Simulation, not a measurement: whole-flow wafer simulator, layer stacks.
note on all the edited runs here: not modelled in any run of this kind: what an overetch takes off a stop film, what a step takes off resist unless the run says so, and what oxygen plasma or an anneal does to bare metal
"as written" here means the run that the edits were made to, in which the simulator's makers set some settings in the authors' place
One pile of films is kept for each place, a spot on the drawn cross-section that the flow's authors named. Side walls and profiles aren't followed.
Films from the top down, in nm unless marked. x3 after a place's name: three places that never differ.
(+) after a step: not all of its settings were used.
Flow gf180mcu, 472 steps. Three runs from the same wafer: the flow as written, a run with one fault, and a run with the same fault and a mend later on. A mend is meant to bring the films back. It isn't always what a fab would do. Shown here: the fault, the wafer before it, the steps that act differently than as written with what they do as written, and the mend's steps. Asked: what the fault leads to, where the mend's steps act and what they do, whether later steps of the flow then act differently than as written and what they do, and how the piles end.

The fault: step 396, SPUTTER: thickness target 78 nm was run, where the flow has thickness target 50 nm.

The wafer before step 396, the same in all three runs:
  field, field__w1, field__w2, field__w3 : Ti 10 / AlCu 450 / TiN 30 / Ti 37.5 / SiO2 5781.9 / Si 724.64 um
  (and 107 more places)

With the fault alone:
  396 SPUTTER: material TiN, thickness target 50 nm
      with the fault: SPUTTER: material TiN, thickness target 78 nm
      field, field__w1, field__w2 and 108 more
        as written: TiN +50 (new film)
        with the fault: TiN +78 (new film)
  Later steps of the flow that act differently than as written (1 more step differs only slightly, by at most 2% or 0.5 nm, whichever is larger, and isn't shown):
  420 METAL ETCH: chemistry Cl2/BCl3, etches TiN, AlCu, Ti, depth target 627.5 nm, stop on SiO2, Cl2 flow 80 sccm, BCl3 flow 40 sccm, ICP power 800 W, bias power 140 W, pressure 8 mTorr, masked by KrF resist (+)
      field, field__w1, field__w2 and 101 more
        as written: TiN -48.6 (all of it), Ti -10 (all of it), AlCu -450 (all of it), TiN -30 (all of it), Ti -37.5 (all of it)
        with the fault: TiN -76.6 (all of it), Ti -10 (all of it), AlCu -450 (all of it), TiN -30 (all of it), Ti -37.5 (all of it)
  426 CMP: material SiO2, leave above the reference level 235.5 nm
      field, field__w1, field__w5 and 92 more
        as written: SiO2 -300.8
        with the fault: SiO2 -272.8
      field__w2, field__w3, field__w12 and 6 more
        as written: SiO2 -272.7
        with the fault: SiO2 -243.4
  At the end the piles differ from the flow's by more than 2% or 0.5 nm, whichever is larger, at field__w4, field__w8, contact, m1, m1__w1, mim, mim_1p0, m1_nw.
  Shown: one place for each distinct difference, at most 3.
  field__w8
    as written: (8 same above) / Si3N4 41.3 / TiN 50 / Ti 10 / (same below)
    with the fault: (8 same above) / Si3N4 41.3 / TiN 78 / Ti 10 / (same below)
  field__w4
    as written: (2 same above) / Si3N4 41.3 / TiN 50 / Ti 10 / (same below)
    with the fault: (2 same above) / Si3N4 41.3 / TiN 78 / Ti 10 / (same below)
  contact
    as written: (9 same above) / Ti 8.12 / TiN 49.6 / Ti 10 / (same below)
    with the fault: (9 same above) / Ti 8.12 / TiN 77.6 / Ti 10 / (same below)

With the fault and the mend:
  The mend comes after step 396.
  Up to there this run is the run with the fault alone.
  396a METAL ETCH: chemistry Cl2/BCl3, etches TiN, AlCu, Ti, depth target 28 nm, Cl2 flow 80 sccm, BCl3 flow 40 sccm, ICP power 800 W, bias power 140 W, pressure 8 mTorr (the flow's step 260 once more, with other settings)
      field, field__w1, field__w2 and 108 more
        TiN -28
  No later step of the flow acts differently than as written at any place that is followed.
  At the end the piles are the same as the flow's at every place that both follow.
